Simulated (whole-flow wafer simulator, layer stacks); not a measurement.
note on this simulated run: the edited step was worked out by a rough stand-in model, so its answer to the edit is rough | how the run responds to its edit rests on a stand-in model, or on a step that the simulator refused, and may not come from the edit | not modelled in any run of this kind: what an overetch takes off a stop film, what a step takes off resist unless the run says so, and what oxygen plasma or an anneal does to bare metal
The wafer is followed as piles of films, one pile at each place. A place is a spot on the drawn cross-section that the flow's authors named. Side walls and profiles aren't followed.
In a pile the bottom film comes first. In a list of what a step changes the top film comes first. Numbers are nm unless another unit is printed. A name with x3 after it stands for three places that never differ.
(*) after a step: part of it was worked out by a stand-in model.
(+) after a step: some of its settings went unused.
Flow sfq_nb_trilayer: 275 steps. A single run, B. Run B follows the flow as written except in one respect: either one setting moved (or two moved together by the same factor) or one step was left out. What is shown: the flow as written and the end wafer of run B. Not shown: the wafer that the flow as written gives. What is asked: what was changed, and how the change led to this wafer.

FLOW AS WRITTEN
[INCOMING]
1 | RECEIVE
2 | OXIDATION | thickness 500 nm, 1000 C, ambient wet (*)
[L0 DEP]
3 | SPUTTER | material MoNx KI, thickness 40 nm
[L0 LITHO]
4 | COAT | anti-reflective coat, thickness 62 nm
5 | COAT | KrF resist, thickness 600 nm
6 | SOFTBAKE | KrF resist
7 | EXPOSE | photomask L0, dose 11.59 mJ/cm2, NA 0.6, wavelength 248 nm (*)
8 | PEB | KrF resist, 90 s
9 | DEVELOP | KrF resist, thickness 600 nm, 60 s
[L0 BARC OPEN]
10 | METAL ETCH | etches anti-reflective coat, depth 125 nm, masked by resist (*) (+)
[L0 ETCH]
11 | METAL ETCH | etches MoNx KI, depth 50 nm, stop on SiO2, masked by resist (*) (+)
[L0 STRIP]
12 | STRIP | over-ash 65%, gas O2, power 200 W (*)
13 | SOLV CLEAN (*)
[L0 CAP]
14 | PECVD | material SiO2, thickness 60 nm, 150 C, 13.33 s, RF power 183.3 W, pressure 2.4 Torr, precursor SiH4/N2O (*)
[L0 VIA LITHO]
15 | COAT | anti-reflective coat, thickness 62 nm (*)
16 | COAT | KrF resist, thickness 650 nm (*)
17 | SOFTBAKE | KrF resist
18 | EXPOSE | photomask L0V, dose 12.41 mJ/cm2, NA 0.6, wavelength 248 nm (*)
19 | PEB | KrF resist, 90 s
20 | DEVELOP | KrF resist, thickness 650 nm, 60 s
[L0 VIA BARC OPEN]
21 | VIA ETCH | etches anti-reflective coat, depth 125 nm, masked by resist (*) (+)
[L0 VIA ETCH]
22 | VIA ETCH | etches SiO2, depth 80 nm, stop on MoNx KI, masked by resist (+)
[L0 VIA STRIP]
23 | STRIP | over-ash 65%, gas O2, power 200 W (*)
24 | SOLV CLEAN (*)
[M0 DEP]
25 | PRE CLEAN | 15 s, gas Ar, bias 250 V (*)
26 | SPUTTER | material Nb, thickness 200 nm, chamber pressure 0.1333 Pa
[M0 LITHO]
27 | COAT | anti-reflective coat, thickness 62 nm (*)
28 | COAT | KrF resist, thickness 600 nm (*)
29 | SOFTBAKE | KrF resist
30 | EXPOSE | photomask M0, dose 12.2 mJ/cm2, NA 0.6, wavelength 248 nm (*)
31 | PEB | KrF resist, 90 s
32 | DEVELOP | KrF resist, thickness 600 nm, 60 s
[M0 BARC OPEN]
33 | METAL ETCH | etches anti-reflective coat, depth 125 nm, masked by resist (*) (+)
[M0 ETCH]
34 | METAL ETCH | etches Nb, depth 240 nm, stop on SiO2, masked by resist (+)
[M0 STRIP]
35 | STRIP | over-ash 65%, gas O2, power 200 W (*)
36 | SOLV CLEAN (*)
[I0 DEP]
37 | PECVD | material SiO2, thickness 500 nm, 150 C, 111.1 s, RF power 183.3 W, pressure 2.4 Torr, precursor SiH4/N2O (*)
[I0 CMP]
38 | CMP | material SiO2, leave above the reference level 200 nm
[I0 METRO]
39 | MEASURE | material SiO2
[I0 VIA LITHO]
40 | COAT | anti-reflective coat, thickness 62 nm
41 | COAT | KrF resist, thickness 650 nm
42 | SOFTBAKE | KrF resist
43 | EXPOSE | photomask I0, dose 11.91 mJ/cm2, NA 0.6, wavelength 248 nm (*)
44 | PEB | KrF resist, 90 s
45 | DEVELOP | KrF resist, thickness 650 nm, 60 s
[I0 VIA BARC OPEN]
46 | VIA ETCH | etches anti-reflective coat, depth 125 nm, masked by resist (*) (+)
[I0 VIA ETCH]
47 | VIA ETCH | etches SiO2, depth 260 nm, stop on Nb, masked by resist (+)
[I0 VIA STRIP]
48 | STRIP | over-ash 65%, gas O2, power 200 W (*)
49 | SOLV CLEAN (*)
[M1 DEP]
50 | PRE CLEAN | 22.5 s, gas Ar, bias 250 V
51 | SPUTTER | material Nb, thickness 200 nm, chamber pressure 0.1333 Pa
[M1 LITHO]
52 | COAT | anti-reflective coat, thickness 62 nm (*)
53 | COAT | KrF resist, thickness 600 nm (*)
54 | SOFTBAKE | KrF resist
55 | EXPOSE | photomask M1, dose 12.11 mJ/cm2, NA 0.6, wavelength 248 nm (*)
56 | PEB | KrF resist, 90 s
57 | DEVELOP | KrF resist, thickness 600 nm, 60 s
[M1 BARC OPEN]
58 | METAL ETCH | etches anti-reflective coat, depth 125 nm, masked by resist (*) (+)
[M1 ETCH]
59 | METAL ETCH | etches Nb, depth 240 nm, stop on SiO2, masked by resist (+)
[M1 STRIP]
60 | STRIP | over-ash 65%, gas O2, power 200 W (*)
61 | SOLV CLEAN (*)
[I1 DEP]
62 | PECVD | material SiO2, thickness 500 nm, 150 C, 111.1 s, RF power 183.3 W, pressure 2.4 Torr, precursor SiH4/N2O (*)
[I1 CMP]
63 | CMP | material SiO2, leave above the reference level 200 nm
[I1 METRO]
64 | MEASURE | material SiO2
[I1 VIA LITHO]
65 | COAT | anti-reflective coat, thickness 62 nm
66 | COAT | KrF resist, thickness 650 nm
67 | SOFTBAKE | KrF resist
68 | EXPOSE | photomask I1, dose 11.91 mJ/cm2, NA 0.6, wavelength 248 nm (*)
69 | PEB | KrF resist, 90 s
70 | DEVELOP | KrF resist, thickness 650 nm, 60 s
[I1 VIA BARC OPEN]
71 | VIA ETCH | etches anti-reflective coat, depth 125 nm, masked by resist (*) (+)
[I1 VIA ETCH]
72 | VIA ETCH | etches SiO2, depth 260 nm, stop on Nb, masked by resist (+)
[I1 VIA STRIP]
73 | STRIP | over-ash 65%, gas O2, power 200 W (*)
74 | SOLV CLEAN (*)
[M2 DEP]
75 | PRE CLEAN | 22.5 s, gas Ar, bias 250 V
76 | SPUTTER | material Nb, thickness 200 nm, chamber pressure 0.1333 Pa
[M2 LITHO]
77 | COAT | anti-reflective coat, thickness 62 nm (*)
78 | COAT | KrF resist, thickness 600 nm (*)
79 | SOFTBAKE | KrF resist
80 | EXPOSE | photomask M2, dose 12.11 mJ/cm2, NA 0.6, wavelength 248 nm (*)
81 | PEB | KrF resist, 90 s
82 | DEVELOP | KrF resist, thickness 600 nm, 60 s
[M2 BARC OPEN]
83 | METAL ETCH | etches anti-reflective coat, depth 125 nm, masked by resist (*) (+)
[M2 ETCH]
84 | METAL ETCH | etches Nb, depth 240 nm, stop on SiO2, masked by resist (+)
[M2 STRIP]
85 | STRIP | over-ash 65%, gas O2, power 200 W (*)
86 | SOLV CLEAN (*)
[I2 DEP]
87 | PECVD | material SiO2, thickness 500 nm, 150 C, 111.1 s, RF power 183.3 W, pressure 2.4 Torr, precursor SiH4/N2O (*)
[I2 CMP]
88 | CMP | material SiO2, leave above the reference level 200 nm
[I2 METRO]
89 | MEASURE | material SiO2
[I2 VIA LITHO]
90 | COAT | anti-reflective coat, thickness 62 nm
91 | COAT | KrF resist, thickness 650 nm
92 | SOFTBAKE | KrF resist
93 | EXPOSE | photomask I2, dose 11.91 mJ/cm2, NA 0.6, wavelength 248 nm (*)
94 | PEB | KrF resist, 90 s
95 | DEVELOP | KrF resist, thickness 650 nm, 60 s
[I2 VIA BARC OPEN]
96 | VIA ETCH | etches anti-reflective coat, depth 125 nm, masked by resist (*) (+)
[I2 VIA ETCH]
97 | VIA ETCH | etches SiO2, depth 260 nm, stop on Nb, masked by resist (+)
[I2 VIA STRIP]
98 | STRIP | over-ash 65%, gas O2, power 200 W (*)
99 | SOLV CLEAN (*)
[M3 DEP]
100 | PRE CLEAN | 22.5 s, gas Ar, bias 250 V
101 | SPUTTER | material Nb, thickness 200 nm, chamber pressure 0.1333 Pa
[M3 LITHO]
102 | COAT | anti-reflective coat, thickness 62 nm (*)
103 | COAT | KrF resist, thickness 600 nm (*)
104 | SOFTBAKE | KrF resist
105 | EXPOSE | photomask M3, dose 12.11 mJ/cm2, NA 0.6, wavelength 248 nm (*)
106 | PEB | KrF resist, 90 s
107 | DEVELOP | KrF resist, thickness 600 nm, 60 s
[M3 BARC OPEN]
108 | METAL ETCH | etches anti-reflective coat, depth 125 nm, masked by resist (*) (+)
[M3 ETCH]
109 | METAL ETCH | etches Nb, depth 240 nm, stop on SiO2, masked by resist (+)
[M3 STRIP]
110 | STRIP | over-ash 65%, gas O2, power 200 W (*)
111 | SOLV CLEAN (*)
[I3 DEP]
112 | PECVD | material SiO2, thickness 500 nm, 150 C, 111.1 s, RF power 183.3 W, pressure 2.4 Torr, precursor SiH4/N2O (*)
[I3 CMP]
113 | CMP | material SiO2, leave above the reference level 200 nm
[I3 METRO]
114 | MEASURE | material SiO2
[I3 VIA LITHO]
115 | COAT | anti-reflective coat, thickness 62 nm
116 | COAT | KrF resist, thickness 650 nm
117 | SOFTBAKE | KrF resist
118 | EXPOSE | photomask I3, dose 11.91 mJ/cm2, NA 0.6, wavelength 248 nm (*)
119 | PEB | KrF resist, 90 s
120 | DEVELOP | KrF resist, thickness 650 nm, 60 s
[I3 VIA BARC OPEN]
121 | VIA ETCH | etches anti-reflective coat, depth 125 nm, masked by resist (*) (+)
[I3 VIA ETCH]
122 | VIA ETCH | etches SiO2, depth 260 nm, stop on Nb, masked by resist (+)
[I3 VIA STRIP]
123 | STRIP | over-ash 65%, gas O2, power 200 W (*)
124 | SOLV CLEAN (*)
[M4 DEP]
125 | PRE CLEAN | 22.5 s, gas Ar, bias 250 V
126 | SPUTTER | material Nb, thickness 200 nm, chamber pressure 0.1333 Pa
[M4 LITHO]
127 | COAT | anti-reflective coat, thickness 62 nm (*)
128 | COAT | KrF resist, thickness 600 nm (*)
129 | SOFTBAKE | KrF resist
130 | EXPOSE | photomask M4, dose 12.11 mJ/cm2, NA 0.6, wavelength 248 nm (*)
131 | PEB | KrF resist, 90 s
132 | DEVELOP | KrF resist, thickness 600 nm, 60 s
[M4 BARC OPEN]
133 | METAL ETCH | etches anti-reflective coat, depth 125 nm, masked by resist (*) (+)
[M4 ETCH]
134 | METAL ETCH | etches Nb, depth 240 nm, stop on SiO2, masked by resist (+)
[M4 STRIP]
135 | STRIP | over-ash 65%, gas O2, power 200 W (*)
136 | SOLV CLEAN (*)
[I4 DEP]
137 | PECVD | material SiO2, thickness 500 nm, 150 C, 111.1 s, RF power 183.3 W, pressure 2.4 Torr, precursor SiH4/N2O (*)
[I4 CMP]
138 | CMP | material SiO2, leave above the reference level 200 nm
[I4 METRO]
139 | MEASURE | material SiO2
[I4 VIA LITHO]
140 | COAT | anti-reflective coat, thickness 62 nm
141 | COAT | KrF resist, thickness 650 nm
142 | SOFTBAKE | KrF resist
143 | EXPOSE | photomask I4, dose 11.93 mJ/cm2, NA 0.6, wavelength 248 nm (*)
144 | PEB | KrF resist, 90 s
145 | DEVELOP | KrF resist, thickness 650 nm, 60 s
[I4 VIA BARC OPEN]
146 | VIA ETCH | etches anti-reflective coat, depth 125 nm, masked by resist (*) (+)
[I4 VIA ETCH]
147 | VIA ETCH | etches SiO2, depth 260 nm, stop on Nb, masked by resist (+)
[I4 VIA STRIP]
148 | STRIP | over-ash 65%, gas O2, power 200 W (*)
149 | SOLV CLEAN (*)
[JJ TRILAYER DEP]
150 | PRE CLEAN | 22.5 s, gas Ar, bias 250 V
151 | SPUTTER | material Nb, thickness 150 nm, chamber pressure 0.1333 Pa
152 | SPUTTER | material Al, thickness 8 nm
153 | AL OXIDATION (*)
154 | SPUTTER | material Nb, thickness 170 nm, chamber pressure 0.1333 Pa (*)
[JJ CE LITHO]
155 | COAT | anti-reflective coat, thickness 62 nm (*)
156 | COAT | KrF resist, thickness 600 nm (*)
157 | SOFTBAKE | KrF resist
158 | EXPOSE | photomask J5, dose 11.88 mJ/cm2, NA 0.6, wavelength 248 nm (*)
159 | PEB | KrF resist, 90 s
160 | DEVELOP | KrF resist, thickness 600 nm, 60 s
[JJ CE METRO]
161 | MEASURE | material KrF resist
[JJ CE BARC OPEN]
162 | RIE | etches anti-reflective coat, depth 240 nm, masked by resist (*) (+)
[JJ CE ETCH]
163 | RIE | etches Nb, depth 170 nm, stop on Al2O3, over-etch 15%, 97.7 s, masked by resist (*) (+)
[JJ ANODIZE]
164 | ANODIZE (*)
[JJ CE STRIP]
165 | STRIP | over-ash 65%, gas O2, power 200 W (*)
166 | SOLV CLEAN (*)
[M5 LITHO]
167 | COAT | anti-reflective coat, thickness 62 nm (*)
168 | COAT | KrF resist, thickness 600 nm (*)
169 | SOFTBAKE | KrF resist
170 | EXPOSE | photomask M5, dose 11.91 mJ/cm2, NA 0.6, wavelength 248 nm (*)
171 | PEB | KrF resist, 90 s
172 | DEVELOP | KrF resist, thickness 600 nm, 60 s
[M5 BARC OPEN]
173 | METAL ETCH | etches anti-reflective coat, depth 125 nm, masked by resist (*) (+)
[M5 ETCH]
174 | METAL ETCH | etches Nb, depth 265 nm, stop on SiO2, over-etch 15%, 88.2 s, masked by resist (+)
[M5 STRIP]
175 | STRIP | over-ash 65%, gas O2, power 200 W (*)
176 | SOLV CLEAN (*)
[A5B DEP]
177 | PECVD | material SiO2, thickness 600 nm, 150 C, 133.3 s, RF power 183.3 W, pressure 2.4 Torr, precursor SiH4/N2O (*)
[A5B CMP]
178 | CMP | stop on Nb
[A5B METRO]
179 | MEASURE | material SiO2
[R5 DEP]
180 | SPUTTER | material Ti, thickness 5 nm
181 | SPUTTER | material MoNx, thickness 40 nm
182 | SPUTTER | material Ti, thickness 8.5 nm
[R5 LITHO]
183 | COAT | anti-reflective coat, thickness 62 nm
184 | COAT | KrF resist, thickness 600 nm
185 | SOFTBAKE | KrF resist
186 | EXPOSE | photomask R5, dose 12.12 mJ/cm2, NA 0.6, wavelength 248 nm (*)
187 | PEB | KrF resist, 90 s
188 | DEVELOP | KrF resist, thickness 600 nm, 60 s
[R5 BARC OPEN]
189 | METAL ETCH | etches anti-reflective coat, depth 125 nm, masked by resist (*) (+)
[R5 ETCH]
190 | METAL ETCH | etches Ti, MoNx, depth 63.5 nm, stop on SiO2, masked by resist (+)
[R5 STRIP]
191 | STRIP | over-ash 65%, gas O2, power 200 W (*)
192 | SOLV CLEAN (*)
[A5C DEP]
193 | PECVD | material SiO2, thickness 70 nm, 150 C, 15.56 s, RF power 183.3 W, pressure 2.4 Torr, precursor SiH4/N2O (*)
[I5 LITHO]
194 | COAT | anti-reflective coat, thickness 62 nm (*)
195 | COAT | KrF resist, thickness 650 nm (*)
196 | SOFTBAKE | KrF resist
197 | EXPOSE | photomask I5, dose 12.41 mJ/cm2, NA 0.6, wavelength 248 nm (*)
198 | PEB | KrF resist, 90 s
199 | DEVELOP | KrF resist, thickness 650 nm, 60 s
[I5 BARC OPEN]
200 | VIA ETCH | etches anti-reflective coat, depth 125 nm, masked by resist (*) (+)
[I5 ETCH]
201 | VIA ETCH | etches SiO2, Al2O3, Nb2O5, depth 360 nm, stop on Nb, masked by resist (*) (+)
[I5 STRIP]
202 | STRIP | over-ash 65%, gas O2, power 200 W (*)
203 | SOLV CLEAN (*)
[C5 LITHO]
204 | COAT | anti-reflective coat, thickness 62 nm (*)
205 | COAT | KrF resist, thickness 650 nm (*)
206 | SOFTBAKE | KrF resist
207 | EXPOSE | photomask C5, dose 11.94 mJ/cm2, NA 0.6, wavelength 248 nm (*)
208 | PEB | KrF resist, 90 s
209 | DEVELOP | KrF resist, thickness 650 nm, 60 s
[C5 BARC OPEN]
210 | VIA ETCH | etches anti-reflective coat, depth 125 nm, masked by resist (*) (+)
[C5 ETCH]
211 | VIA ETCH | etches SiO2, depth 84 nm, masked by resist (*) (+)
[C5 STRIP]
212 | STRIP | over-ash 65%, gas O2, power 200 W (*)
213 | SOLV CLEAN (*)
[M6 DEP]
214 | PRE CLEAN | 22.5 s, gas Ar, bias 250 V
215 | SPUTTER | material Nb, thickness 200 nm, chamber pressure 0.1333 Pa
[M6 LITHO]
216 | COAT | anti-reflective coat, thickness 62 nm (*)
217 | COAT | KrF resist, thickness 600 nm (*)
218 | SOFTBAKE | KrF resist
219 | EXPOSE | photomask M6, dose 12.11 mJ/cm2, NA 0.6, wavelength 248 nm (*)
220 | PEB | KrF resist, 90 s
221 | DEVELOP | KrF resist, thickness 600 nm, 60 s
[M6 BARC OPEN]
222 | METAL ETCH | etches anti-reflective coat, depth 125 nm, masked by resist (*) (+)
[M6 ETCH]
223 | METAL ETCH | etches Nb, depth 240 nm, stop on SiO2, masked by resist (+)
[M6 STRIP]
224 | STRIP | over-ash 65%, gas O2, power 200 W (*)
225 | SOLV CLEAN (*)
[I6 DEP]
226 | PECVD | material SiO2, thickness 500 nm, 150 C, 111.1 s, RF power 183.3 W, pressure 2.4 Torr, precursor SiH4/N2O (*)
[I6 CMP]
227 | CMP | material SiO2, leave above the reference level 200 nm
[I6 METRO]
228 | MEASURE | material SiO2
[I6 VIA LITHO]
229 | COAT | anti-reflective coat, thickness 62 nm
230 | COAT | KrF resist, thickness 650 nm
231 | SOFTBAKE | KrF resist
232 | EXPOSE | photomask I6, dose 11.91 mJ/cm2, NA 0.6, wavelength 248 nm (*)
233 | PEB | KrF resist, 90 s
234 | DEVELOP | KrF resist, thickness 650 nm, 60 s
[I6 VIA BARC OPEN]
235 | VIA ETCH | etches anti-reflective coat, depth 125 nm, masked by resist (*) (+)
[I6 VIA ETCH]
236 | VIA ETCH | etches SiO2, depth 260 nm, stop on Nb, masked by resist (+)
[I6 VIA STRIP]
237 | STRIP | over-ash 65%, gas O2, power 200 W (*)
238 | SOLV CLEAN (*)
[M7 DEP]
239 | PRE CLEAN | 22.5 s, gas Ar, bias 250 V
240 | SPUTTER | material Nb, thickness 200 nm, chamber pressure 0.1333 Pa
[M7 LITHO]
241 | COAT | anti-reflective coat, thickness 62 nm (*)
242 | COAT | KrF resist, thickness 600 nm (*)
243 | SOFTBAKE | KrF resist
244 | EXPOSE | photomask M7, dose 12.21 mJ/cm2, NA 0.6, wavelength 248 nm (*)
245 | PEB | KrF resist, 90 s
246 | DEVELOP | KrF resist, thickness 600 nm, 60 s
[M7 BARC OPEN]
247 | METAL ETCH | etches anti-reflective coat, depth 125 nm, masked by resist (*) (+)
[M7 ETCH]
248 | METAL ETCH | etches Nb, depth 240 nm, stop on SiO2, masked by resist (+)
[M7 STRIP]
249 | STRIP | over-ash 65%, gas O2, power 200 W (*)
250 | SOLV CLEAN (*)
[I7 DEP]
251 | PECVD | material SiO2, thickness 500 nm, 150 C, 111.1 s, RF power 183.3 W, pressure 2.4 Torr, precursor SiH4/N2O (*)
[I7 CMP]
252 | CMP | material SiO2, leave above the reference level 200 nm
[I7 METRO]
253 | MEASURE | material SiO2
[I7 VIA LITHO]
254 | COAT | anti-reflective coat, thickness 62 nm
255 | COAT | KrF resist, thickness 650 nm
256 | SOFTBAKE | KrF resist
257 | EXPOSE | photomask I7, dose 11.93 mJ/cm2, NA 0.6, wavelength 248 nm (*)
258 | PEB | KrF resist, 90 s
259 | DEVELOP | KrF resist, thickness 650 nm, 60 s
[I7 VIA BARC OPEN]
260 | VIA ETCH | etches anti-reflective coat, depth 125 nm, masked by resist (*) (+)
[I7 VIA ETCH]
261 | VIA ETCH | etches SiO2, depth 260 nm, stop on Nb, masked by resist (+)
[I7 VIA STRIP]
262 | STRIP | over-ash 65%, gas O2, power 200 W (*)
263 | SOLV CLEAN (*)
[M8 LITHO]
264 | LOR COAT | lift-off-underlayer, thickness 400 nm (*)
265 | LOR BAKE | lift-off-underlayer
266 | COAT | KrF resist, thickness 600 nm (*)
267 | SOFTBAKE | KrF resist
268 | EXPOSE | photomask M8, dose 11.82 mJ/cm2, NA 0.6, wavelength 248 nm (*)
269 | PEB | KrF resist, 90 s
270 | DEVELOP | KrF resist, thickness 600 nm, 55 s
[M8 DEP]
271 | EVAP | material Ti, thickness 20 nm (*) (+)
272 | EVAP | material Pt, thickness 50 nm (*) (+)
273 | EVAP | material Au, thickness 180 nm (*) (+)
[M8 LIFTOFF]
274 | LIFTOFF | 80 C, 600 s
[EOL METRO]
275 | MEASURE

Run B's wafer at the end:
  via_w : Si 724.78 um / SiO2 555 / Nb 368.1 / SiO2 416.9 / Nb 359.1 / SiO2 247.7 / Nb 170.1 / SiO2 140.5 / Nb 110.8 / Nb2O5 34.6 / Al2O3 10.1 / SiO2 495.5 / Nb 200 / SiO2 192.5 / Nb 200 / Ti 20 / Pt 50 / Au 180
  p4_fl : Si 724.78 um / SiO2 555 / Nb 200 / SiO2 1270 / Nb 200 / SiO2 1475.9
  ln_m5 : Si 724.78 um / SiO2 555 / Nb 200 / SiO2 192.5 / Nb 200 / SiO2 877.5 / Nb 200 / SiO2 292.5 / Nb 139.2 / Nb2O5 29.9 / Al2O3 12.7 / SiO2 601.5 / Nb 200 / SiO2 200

Cause: step 112, PECVD: thickness 300 nm was run, whereas the flow has thickness 500 nm; step 112, PECVD: 66.67 s was run, where the flow has 111.1 s.

How this came from the change, step by step:
  112 | PECVD | material SiO2, thickness 500 nm, 150 C, 111.1 s, RF power 183.3 W, pressure 2.4 Torr, precursor SiH4/N2O (*)
      field_l, be, be_sur and 64 more: +300 SiO2 (it would be, as written: +500 SiO2)
      v_sur, via_wl, via_wr and 27 more: +300 SiO2 (new film) (it would be, as written: +500 SiO2 (new film))
      (as well as at 9 more places)
  113 | CMP | material SiO2, leave above the reference level 200 nm
      field_l, be, be_sur and 64 more: nothing (it would be, as written: -100 SiO2)
      p4_g1, p4_g2, p3_s0, p3_s1, p3_s2, p3_s3, p3_s4, p3_s5: nothing (it would be, as written: -157.1 SiO2)
      (as well as at 31 more places)
  115 | COAT | anti-reflective coat, thickness 62 nm
      m0r_line_l x2, m6r_line_l x2, m7r_line_l x2: +63.5 anti-reflective coat (new film) (it would be, as written: +62 anti-reflective coat (new film))
      m0r_space_l x2, m6r_space_l x2, m7r_space_l x2: +75.6 anti-reflective coat (new film) (it would be, as written: +62 anti-reflective coat (new film))
      (as well as at 76 more places)
  116 | COAT | KrF resist, thickness 650 nm
      m0r_line_l x2, r5r_line_r, m6r_line_l x2, m7r_line_l x2: +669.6 KrF resist (new film) (it would be, as written: +650 KrF resist (new film))
      m5r_linepad_l, m5r_linepad_r: +627.6 KrF resist (new film) (it would be, as written: +650 KrF resist (new film))
      (as well as at 53 more places)
  120 | DEVELOP | KrF resist, thickness 650 nm, 60 s
      via_v: -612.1 KrF resist (all of it) (it would be, as written: -648.6 KrF resist (all of it))
  121 | VIA ETCH | etches anti-reflective coat, depth 125 nm, masked by resist (*) (+)
      field_l, v_sur, via_wl and 102 more: -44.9 KrF resist (it would be, as written: -51.7 KrF resist)
      via_v: -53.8 anti-reflective coat (all of it), -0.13 SiO2 (it would be, as written: -62 anti-reflective coat (all of it), -0.16 SiO2)
  123 | STRIP | over-ash 65%, gas O2, power 200 W (*)
      m0r_line_l x2, m6r_line_l x2, m7r_line_l x2: -555 KrF resist (all of it), -63.5 anti-reflective coat (all of it) (it would be, as written: -528.6 KrF resist (all of it), -62 anti-reflective coat (all of it))
      m0r_space_l x2, m6r_space_l x2, m7r_space_l x2: -547.3 KrF resist (all of it), -75.6 anti-reflective coat (all of it) (it would be, as written: -528.6 KrF resist (all of it), -62 anti-reflective coat (all of it))
      (as well as at 93 more places)
  126 | SPUTTER | material Nb, thickness 200 nm, chamber pressure 0.1333 Pa
      via_w: +170.1 Nb (new film) (it would be, as written: +200 Nb (new film))
  127 | COAT | anti-reflective coat, thickness 62 nm (*)
      l0r_line_r, m0r_line_l x2, m6r_line_l x2, m7r_line_l x2: +63.6 anti-reflective coat (new film) (it would be, as written: +62 anti-reflective coat (new film))
      m0r_space_l x2, m6r_space_l x2, m7r_space_l x2: +73.2 anti-reflective coat (new film) (it would be, as written: +62 anti-reflective coat (new film))
      (as well as at 74 more places)
  128 | COAT | KrF resist, thickness 600 nm (*)
      m0r_line_l x2, m6r_line_l x2, m7r_line_l x2: +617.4 KrF resist (new film) (it would be, as written: +600 KrF resist (new film))
      m0r_space_l x2, m6r_space_l x2, m7r_space_l x2: +612.3 KrF resist (new film) (it would be, as written: +600 KrF resist (new film))
      (as well as at 55 more places)
  132 | DEVELOP | KrF resist, thickness 600 nm, 60 s
      m0r_line_l x2, m6r_line_l x2, m7r_line_l x2: -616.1 KrF resist (all of it) (it would be, as written: -598.7 KrF resist (all of it))
      m0r_space_l x2, m6r_space_l x2, m7r_space_l x2: -611.1 KrF resist (all of it) (it would be, as written: -598.7 KrF resist (all of it))
      (as well as at 26 more places)
  133 | METAL ETCH | etches anti-reflective coat, depth 125 nm, masked by resist (*) (+)
      v_sur, via_wl, via_w and 36 more: -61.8 KrF resist (it would be, as written: -51.7 KrF resist)
      l0r_line_r, m0r_line_l x2, m6r_line_l x2, m7r_line_l x2: -63.6 anti-reflective coat (all of it) (it would be, as written: -62 anti-reflective coat (all of it))
      (as well as at 44 more places)
  135 | STRIP | over-ash 65%, gas O2, power 200 W (*)
      wl_a_sr, wl_b_sl: -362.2 KrF resist (all of it), -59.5 anti-reflective coat (all of it) (it would be, as written: -382.4 KrF resist (all of it), -62 anti-reflective coat (all of it))
      v_sur: -320.3 KrF resist (all of it), -45.2 anti-reflective coat (all of it) (it would be, as written: -379.9 KrF resist (all of it), -61.4 anti-reflective coat (all of it))
      (as well as at 33 more places)
  137 | PECVD | material SiO2, thickness 500 nm, 150 C, 111.1 s, RF power 183.3 W, pressure 2.4 Torr, precursor SiH4/N2O (*)
      p3_s0, p3_s1, p3_s2, p3_s3, p3_s4, p3_s5: +657.1 SiO2 (it would be, as written: +557.1 SiO2)
      via_w: +565.2 SiO2 (new film) (it would be, as written: +500 SiO2 (new film))
  138 | CMP | material SiO2, leave above the reference level 200 nm
      field_l, be, be_sur and 55 more: nothing (it would be, as written: -100 SiO2)
      lsp_r, l0_sur, l0v: nothing (it would be, as written: -91.9 SiO2)
      (as well as at 9 more places)
  140 | COAT | anti-reflective coat, thickness 62 nm
      lsp_r: +63.6 anti-reflective coat (new film) (it would be, as written: +62 anti-reflective coat (new film))
      l0v: +63.5 anti-reflective coat (new film) (it would be, as written: +62 anti-reflective coat (new film))
  ... 17 further steps ...
  178 | CMP | stop on Nb
      lsp_r, l0_sur, l0v: -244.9 SiO2 (it would be, as written: -253.3 SiO2)
      via_w: -226.5 SiO2 (it would be, as written: -235.2 SiO2)
With metal films that touch counted as one body, via_w has 6 bodies (between them, from the top down: SiO2 192.5; SiO2 495.5 / Al2O3 10.1 / Nb2O5 34.6; SiO2 140.5; SiO2 247.7; SiO2 416.9); the flow as written gives 5 bodies (between them, from the top down: SiO2 192.5; SiO2 427.3 / Al2O3 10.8 / Nb2O5 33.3; SiO2 425.9; SiO2 416.9).
